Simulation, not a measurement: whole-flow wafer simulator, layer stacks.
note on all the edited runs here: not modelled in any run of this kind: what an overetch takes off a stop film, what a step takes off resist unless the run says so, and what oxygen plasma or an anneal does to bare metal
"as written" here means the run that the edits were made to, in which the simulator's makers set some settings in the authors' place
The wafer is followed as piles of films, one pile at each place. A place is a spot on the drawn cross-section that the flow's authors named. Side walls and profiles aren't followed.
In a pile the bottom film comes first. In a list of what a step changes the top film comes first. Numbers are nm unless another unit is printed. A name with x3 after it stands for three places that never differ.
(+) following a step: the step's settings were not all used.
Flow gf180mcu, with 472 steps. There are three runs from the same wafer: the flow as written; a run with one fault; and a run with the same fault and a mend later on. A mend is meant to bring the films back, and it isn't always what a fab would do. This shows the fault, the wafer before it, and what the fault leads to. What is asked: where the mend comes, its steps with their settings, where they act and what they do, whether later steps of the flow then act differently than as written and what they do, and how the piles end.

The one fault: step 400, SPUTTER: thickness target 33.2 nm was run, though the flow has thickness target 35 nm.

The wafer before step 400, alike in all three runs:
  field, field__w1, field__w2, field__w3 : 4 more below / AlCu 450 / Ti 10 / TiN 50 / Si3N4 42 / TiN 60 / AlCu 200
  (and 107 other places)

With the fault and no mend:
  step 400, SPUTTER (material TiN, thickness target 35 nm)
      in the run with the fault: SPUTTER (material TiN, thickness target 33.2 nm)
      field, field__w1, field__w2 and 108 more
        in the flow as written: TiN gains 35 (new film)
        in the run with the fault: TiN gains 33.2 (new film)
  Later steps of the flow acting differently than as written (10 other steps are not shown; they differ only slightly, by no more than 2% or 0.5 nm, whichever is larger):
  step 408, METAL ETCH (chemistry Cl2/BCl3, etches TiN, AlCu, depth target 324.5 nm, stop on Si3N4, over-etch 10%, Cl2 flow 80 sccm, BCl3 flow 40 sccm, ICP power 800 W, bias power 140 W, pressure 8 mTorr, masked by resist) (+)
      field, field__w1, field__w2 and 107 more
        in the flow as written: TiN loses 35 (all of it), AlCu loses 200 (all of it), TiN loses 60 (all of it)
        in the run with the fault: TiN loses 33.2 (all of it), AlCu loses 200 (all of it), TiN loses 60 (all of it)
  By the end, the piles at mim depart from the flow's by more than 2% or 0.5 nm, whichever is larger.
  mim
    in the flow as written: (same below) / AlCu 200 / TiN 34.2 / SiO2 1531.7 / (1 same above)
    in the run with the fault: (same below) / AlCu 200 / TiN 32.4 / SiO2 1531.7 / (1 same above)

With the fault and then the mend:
  After step 400 comes the mend.
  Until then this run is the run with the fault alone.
  step 400a, SPUTTER (material TiN, thickness target 1.8 nm) (a further turn of the flow's step 400, with different settings)
      field, field__w1, field__w2 and 108 more
        TiN gains 1.8
  Later steps of the flow that are run all act as written at every place that is followed.
  At every place that both follow, the piles at the end match the flow's.
